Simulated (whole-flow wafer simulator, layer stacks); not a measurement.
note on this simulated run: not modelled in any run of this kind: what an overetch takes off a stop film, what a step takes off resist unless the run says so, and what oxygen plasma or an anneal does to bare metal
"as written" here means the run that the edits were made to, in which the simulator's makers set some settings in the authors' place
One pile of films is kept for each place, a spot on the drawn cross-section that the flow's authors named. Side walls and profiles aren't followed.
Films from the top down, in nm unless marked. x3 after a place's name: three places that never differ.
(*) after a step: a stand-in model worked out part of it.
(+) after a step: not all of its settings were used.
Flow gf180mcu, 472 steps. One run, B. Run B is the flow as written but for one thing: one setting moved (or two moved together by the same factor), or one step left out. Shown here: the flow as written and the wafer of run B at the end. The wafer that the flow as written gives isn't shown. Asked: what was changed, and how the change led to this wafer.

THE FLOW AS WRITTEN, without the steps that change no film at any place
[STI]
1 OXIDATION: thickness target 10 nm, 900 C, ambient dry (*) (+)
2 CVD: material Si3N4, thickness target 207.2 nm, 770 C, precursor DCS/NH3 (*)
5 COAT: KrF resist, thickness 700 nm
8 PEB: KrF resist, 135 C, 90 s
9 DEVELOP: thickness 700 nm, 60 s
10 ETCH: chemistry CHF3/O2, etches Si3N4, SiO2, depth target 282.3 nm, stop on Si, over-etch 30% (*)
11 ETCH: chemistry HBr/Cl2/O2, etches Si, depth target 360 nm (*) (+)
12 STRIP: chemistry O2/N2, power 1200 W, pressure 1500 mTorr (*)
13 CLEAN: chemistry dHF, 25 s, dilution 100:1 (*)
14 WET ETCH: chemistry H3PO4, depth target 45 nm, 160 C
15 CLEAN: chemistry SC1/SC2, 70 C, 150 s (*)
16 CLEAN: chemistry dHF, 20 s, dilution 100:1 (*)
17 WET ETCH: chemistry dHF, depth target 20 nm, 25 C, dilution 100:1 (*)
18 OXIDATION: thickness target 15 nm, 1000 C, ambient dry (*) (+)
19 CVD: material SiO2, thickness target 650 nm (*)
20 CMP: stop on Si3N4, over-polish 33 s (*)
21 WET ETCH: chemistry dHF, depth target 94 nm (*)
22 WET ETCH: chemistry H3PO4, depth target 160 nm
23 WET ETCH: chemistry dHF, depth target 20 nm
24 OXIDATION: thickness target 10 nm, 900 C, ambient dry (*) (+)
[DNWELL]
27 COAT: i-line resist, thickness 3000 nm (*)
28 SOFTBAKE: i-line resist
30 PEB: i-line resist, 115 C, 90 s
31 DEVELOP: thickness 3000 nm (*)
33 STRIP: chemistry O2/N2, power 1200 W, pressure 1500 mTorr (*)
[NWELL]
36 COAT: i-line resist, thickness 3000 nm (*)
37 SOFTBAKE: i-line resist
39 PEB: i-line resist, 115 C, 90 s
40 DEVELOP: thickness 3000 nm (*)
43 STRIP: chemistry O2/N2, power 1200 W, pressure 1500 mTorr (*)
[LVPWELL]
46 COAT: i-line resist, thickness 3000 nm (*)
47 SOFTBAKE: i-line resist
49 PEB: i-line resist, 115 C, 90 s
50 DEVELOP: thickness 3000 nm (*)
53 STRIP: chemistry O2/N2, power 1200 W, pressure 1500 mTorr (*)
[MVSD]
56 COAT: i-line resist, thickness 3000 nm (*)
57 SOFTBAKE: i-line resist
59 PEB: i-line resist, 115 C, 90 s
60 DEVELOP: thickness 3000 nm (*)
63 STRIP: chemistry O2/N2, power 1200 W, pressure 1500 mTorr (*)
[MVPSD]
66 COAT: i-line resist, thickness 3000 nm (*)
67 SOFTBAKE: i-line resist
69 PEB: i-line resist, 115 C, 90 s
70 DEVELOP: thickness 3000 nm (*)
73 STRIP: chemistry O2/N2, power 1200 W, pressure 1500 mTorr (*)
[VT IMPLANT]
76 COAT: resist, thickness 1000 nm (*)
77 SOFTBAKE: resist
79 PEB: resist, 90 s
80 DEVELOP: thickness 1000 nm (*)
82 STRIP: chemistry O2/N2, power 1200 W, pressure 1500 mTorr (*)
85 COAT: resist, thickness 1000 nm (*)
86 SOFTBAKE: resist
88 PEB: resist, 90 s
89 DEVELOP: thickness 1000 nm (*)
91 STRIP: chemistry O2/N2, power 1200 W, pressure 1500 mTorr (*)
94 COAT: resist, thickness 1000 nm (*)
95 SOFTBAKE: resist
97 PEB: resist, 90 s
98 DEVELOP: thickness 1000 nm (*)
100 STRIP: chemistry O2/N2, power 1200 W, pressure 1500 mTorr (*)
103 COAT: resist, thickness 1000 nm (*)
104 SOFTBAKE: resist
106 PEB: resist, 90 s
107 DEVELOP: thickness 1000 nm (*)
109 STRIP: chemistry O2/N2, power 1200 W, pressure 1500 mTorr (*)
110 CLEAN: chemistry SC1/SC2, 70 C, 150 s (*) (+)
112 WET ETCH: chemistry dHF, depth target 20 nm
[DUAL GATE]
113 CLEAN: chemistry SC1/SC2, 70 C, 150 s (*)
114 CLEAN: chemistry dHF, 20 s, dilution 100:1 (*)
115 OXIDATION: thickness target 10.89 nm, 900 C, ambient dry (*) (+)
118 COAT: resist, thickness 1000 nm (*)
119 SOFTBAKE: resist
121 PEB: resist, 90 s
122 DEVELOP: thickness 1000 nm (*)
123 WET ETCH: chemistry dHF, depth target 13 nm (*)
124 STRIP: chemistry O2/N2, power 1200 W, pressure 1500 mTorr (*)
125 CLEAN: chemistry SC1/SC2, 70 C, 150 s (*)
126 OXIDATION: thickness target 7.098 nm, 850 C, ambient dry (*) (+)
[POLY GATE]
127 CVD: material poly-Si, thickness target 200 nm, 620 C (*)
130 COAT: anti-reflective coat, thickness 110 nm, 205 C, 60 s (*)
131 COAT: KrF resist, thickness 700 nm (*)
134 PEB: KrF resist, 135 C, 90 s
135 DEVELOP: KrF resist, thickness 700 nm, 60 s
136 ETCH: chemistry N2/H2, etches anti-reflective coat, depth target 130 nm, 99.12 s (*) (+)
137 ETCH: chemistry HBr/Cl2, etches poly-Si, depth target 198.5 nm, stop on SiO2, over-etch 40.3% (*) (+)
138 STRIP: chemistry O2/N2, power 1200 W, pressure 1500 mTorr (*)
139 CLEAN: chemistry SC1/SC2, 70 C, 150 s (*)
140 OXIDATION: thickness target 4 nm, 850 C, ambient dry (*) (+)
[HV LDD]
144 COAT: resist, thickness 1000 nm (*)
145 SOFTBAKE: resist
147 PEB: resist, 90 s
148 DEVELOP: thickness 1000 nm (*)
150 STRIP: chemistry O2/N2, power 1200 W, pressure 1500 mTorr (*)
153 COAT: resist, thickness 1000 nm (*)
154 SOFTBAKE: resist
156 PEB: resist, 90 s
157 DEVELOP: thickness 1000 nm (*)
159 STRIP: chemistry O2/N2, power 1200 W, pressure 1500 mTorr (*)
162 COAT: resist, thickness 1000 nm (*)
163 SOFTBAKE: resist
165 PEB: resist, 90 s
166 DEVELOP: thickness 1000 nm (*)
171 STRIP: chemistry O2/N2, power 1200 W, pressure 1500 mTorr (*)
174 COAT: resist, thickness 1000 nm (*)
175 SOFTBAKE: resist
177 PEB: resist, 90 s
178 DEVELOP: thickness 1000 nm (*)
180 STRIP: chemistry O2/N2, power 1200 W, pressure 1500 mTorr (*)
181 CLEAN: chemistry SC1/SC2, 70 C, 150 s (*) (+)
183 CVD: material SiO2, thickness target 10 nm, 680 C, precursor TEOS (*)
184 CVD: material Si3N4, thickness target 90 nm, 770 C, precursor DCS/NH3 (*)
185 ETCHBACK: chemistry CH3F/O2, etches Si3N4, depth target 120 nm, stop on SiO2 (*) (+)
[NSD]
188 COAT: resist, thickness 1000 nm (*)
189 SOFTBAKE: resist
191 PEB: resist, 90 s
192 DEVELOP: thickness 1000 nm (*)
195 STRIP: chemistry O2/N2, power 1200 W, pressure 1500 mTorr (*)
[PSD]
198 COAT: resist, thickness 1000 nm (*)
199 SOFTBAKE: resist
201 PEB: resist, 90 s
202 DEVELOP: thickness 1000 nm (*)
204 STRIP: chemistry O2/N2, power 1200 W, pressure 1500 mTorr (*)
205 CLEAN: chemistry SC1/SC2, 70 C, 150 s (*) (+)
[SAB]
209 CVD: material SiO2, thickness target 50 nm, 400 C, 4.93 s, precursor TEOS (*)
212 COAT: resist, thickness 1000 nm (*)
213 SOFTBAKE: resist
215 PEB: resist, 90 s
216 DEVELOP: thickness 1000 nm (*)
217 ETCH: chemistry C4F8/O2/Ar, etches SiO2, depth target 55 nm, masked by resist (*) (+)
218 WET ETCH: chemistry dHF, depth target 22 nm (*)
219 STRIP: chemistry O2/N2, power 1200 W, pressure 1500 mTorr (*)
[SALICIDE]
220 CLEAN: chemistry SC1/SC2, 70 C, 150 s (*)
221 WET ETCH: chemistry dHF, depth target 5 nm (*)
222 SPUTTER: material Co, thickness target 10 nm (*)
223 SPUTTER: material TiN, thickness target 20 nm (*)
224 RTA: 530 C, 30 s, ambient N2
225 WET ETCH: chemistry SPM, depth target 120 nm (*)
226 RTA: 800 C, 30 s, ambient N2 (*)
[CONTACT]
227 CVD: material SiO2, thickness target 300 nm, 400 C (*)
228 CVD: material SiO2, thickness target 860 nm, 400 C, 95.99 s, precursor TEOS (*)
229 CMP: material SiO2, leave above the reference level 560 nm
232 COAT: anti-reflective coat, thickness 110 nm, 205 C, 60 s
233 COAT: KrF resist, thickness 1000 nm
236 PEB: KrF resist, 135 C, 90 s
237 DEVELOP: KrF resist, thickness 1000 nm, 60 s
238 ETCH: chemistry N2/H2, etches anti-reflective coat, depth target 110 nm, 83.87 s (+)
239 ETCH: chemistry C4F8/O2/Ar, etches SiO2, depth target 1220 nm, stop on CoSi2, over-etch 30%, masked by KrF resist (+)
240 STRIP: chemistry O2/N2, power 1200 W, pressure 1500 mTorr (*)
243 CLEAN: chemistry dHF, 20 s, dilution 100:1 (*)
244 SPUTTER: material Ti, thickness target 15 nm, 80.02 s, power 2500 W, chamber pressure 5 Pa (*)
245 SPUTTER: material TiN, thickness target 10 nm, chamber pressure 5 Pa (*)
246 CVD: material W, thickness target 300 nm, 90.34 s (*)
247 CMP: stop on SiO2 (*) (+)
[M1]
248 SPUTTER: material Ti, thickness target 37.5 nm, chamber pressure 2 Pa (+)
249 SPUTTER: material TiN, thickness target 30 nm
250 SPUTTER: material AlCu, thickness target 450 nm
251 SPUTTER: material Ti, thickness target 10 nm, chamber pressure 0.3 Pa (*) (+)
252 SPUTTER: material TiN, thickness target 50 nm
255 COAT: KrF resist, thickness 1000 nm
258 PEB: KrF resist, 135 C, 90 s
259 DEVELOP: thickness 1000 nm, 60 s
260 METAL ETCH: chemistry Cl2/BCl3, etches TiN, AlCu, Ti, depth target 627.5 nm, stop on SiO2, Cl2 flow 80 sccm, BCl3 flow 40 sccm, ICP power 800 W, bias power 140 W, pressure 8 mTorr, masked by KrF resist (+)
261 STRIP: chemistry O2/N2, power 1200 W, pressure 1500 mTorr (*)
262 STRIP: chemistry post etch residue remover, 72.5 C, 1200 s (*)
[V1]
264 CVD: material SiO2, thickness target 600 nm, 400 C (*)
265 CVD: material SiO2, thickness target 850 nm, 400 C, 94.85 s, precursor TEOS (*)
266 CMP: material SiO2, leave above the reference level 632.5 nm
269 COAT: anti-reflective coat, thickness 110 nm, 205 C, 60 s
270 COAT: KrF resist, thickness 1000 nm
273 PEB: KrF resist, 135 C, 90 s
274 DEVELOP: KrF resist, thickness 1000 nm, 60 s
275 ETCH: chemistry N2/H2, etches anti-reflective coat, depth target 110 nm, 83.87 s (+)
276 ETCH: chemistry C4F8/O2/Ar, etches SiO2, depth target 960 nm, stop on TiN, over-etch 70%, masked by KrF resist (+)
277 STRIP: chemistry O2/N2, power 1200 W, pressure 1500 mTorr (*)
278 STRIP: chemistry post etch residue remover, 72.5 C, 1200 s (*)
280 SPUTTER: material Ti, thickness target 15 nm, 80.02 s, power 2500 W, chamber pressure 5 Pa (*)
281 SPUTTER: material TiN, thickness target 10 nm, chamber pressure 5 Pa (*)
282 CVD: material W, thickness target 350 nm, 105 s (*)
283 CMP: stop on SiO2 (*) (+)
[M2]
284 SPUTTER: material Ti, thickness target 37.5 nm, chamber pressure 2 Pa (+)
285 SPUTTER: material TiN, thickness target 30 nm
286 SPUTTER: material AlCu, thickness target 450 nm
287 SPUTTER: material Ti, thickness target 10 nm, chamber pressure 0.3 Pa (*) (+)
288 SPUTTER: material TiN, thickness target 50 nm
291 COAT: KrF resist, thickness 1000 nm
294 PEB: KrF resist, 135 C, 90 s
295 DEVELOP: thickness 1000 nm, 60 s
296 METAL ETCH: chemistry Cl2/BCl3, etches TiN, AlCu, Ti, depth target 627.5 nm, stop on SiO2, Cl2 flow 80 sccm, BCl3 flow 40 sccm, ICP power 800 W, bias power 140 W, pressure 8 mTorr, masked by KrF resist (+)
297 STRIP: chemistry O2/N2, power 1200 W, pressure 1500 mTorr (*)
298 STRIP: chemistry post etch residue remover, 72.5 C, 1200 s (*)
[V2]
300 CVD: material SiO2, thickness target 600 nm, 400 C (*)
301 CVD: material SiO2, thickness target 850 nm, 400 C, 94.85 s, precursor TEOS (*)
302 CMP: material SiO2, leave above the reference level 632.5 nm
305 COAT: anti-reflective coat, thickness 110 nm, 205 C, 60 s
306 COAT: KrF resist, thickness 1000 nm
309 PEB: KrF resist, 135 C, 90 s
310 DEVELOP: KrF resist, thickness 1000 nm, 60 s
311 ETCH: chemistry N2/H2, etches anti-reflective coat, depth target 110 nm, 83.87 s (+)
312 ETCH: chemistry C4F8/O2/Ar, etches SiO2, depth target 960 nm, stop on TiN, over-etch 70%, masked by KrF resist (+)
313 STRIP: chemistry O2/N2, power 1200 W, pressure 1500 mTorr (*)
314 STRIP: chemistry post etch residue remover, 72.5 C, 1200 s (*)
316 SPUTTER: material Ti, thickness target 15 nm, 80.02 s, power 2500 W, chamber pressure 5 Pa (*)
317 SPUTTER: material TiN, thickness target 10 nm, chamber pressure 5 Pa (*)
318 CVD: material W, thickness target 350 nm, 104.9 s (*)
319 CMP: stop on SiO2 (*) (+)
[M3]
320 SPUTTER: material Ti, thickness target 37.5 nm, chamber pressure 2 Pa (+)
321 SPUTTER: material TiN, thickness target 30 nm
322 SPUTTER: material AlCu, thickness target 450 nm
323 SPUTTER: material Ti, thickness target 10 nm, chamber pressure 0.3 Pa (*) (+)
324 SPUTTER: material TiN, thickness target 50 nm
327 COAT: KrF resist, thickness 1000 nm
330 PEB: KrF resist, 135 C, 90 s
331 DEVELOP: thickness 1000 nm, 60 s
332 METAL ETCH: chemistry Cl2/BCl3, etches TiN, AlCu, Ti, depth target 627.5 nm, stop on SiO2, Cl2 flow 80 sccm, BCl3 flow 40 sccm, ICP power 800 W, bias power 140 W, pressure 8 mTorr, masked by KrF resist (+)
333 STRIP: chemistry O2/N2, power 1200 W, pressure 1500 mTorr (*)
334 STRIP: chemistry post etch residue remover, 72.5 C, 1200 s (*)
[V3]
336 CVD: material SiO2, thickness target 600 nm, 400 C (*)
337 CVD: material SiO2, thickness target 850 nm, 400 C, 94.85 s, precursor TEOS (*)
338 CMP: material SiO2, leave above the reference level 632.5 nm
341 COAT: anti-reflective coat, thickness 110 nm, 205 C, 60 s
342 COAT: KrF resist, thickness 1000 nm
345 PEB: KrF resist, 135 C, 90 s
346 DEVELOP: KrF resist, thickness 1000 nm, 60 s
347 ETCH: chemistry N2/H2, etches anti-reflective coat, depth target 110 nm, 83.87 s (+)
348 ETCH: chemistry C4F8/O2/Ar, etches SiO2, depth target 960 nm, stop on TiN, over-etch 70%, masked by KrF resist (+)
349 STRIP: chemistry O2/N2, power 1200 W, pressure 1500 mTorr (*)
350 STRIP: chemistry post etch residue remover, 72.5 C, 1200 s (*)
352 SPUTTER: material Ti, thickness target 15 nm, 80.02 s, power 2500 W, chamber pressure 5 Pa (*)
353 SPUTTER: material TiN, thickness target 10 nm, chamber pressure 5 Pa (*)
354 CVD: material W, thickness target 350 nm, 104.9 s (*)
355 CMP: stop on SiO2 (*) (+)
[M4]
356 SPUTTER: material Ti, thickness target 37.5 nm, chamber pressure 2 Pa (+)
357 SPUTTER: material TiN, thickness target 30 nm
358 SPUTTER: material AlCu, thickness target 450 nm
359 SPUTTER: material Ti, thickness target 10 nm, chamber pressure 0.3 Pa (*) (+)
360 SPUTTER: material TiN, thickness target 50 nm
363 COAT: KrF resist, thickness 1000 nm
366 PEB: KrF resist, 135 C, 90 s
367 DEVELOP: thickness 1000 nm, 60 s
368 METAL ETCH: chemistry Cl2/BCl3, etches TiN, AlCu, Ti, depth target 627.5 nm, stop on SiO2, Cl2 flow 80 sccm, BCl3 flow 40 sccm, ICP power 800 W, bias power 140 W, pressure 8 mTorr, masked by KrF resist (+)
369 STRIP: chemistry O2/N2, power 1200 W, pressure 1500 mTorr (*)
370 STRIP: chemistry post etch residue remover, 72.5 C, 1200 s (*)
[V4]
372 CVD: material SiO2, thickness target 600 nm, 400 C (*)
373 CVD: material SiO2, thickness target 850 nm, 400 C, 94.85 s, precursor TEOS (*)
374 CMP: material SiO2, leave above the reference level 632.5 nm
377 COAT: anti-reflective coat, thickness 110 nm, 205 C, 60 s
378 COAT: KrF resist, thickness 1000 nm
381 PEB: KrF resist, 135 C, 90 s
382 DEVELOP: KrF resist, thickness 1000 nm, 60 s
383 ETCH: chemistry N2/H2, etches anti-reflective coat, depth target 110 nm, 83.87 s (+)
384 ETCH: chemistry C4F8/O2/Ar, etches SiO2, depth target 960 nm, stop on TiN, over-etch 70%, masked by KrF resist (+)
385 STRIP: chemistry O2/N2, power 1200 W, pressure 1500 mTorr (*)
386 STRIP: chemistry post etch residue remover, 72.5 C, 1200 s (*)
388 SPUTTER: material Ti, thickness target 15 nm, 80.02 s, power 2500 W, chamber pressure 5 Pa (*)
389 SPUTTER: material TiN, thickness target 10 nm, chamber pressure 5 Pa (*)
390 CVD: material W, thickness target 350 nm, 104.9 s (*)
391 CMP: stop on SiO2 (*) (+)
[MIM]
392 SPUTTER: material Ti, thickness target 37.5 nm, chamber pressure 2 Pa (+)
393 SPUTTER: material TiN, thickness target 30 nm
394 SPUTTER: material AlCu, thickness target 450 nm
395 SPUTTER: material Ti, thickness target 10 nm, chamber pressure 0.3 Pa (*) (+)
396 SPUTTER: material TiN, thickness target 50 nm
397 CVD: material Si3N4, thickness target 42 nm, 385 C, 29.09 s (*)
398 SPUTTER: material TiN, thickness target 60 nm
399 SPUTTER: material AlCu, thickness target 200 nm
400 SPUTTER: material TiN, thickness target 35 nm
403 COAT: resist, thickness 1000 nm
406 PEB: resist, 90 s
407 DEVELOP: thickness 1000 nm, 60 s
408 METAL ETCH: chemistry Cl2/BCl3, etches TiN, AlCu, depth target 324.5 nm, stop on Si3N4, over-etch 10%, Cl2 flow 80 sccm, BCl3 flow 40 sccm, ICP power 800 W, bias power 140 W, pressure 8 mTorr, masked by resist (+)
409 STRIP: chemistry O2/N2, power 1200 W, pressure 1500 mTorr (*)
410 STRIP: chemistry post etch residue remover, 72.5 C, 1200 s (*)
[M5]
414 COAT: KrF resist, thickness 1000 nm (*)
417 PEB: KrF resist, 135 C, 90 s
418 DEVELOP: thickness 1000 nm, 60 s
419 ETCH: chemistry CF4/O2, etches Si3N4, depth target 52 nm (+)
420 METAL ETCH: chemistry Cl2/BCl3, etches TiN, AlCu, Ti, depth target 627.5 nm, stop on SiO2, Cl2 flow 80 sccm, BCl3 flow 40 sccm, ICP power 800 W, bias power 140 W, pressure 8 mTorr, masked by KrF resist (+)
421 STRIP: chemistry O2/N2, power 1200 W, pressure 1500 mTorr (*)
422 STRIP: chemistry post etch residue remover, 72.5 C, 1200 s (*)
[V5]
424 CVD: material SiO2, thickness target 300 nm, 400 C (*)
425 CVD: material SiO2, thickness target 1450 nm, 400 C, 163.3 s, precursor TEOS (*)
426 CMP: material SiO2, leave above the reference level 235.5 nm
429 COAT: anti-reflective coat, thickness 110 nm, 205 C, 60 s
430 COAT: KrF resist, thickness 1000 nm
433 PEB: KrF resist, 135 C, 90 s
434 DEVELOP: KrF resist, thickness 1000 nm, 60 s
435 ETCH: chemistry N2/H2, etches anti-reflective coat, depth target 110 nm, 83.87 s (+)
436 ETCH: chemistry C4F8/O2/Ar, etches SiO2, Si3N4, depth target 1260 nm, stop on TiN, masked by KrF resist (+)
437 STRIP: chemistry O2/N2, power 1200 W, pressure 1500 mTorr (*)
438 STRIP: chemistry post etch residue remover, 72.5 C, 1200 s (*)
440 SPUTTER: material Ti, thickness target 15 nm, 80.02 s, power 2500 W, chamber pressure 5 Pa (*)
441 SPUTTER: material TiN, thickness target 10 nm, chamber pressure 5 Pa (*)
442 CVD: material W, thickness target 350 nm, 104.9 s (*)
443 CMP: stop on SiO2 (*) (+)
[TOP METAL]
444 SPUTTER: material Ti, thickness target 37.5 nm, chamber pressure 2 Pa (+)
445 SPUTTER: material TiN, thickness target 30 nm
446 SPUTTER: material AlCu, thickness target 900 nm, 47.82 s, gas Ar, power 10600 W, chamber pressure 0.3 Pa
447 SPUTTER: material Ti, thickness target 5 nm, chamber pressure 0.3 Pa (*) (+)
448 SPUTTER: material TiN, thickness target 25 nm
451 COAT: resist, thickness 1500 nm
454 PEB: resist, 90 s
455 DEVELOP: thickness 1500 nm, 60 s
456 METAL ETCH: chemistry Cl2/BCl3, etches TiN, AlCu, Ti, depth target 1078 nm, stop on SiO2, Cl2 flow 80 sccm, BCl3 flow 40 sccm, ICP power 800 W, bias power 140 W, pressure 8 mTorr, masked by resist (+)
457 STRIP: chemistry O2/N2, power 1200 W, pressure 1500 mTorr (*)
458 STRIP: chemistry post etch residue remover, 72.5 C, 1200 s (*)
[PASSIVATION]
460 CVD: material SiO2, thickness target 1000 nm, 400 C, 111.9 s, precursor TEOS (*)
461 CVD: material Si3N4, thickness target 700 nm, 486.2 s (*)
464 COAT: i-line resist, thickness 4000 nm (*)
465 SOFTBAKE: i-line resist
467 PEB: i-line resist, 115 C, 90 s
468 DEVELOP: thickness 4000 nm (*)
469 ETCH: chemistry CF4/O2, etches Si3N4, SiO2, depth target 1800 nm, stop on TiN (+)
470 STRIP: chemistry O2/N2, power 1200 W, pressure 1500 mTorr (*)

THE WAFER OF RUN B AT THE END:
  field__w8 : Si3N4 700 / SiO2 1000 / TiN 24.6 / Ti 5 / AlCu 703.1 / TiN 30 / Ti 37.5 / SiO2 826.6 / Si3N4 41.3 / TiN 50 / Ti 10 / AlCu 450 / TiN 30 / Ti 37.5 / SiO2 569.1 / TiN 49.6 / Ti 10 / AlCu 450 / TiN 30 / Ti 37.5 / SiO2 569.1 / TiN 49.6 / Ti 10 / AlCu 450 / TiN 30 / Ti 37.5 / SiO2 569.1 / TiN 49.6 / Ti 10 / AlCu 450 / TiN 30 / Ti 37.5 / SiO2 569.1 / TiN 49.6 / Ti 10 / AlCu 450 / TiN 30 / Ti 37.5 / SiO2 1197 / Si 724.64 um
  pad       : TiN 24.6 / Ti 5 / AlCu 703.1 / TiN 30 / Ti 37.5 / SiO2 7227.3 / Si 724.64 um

The cause: step 446, SPUTTER: thickness target 703.1 nm was run, where the flow has thickness target 900 nm.
It can be read off the wafer: field__w8 has AlCu 703.1, and step 446 as written asks for 900 nm.

How the change led to this, step by step:
  446 SPUTTER: material AlCu, thickness target 900 nm, 47.82 s, gas Ar, power 10600 W, chamber pressure 0.3 Pa
      field, field__w1, field__w2 and 109 more: AlCu +703.1 (new film) (as written it would be: AlCu +900 (new film))
  456 METAL ETCH: chemistry Cl2/BCl3, etches TiN, AlCu, Ti, depth target 1078 nm, stop on SiO2, Cl2 flow 80 sccm, BCl3 flow 40 sccm, ICP power 800 W, bias power 140 W, pressure 8 mTorr, masked by resist (+)
      field, field__w1, field__w2 and 103 more: TiN -25 (all of it), Ti -5 (all of it), AlCu -703.1 (all of it), TiN -30 (all of it), Ti -37.5 (all of it) (as written it would be: TiN -25 (all of it), Ti -5 (all of it), AlCu -900 (all of it), TiN -30 (all of it), Ti -37.5 (all of it))
  464 COAT: i-line resist, thickness 4000 nm (*)
      field__w8: i-line resist +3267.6 (new film) (as written it would be: i-line resist +3093.1 (new film))
      contact: i-line resist +3309.9 (new film) (as written it would be: i-line resist +3153.6 (new film))
      (and at 4 more places)
  465 SOFTBAKE: i-line resist
      field__w5, field__w9: i-line resist +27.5 (as written it would be: i-line resist +37.3)
      sd_p_hv, nw_enc_fld__w1: i-line resist +27 (as written it would be: i-line resist +36.6)
      (and at 65 more places)
  467 PEB: i-line resist, 115 C, 90 s
      field__w8, m1__w1: i-line resist -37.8 (as written it would be: i-line resist -34.7)
      contact, m1: i-line resist -38.1 (as written it would be: i-line resist -35.1)
      (and at 2 more places)
  468 DEVELOP: thickness 4000 nm (*)
      pad: i-line resist -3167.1 (all of it) (as written it would be: i-line resist -2974.8 (all of it))
  470 STRIP: chemistry O2/N2, power 1200 W, pressure 1500 mTorr (*)
      field__w8, m1__w1: i-line resist -1977.5 (all of it) (as written it would be: i-line resist -1787.7 (all of it))
      contact: i-line resist -1994.3 (all of it) (as written it would be: i-line resist -1811.2 (all of it))
      (and at 2 more places)
